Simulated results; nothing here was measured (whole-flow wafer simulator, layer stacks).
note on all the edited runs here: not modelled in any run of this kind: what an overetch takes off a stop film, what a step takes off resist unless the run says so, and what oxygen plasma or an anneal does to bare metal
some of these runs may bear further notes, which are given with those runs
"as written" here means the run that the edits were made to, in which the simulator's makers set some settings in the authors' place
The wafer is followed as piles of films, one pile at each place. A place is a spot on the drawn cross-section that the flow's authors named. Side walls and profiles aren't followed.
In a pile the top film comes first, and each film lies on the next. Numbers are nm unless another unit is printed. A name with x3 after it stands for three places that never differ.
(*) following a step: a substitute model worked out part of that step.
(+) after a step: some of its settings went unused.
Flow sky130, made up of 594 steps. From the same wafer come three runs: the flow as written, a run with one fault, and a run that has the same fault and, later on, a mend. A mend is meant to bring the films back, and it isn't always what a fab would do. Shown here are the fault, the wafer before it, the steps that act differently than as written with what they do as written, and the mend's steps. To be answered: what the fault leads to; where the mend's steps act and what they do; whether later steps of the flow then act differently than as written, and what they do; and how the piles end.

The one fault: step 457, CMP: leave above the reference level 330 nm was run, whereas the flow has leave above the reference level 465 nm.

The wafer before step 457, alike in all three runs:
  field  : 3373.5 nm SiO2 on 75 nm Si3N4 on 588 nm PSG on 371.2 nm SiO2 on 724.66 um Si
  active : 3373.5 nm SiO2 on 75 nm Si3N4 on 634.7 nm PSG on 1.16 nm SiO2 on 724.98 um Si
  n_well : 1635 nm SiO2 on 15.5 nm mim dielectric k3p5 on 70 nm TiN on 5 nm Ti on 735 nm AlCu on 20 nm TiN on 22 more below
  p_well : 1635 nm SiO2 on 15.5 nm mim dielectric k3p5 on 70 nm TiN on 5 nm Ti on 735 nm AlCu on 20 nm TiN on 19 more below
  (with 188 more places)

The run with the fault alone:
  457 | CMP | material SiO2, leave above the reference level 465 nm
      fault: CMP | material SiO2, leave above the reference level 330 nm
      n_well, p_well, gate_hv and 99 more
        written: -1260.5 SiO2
        fault: -1395.5 SiO2
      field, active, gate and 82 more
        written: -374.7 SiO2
        fault: -509.7 SiO2
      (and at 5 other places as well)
  Later steps of the flow acting differently than as written (not shown: 2 more steps that differ only slightly, by at most 2% or 0.5 nm, whichever is larger):
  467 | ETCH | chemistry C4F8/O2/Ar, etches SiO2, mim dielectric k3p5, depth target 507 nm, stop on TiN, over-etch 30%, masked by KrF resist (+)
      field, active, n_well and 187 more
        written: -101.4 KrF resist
        fault: -66.3 KrF resist
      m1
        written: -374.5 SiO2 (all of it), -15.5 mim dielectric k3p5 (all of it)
        fault: -239.5 SiO2 (all of it), -15.5 mim dielectric k3p5 (all of it)
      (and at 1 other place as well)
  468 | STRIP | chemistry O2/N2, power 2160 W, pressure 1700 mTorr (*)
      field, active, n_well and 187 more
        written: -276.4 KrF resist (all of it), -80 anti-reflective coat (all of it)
        fault: -311.5 KrF resist (all of it), -80 anti-reflective coat (all of it)
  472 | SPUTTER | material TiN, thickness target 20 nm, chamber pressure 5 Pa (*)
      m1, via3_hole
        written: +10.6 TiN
        fault: +12.6 TiN
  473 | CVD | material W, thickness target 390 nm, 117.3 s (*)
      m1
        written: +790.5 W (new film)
        fault: +653.5 W (new film)
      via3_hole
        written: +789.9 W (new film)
        fault: +652.9 W (new film)
  By the end, the piles at field, active, n_well and 190 more depart from the flow's by more than 2% or 0.5 nm, whichever is larger.
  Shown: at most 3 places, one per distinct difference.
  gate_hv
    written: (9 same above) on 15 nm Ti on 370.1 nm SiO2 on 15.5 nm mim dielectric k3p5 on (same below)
    fault: (9 same above) on 15 nm Ti on 235.1 nm SiO2 on 15.5 nm mim dielectric k3p5 on (same below)
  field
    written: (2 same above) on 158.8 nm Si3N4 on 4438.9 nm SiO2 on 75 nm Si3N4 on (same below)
    fault: (2 same above) on 158.8 nm Si3N4 on 4303.9 nm SiO2 on 75 nm Si3N4 on (same below)
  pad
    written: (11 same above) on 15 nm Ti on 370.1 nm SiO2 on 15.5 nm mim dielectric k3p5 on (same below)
    fault: (11 same above) on 15 nm Ti on 235.1 nm SiO2 on 15.5 nm mim dielectric k3p5 on (same below)

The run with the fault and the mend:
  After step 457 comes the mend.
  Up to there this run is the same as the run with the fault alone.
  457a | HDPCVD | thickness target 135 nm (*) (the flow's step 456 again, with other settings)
      field, active, n_well and 189 more
        +135 SiO2
  None of the later steps of the flow differs from how it acts as written, at any place that is followed, by more than 2% or 0.5 nm, whichever is larger.
  By the end, the piles equal the flow's at every place that both follow.
